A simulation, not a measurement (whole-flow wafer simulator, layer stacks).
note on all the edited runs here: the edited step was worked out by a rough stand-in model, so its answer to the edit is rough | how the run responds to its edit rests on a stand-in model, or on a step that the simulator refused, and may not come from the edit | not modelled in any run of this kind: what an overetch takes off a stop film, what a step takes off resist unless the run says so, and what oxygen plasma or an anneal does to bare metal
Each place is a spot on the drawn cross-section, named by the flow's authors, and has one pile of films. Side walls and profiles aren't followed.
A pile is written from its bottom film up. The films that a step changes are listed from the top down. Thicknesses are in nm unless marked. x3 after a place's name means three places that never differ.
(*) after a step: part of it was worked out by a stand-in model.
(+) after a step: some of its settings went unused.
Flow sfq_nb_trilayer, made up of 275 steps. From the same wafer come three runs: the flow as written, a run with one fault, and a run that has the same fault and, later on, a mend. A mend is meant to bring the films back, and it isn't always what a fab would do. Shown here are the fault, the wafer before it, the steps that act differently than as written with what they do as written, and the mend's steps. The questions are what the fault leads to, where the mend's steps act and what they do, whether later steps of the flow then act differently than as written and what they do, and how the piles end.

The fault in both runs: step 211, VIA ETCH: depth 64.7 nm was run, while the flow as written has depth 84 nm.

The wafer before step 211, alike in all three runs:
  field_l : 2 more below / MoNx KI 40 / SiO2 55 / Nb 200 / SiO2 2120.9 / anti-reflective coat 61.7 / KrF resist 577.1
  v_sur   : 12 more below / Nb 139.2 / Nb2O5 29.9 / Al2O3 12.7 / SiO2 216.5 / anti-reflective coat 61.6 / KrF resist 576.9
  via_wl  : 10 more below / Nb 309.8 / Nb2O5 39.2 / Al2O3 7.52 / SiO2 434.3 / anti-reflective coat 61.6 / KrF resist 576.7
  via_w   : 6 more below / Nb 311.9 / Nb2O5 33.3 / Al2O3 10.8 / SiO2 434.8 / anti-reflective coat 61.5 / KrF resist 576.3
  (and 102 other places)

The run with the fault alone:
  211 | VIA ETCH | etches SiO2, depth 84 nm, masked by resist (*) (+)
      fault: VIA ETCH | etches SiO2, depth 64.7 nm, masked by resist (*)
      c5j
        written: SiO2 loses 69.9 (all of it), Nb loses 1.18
        fault: SiO2 loses 64.7
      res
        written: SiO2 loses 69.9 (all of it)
        fault: SiO2 loses 64.7
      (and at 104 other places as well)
  Later steps of the flow acting differently than as written (7 more steps, not shown, differ only slightly: by at most 2% or 0.5 nm, whichever is larger):
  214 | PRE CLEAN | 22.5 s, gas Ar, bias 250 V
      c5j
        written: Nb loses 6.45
        fault: SiO2 loses 5.19 (all of it), Nb loses 2.25
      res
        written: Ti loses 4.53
        fault: SiO2 loses 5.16 (all of it), Ti loses 1.92
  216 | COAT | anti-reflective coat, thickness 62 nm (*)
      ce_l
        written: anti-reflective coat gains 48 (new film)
        fault: anti-reflective coat gains 49.4 (new film)
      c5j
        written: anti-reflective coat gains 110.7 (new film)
        fault: anti-reflective coat gains 106.8 (new film)
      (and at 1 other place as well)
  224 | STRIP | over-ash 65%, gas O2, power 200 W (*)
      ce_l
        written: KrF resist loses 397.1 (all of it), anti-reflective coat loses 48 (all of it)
        fault: KrF resist loses 396.2 (all of it), anti-reflective coat loses 49.4 (all of it)
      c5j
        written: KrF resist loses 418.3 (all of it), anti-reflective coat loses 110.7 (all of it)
        fault: KrF resist loses 415.5 (all of it), anti-reflective coat loses 106.8 (all of it)
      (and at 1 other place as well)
  At c5j, res, the piles at the end differ from the flow's by more than 2% or 0.5 nm, whichever is larger.
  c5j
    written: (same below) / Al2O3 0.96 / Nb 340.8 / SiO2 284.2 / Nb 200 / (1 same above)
    fault: (same below) / Al2O3 0.96 / Nb 348.1 / SiO2 276.9 / Nb 200 / (1 same above)
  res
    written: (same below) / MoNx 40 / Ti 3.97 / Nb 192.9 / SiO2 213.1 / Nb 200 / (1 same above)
    fault: (same below) / MoNx 40 / Ti 6.58 / Nb 193.4 / SiO2 210 / Nb 200 / (1 same above)

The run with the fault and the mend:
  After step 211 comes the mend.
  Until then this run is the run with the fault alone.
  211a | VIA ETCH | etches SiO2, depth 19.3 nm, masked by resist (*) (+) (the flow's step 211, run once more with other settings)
      field_l, v_sur, via_wl and 101 more
        KrF resist loses 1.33
      c5j
        SiO2 loses 5.19 (all of it), Nb loses 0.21
      res
        SiO2 loses 5.16 (all of it)
  Later steps of the flow that are run all act as written at every place that is followed, up to a difference of at most 2% or 0.5 nm, whichever is larger.
  The piles end only slightly different from the flow's at the places that both follow, by no more than 2% or 0.5 nm, whichever is larger.
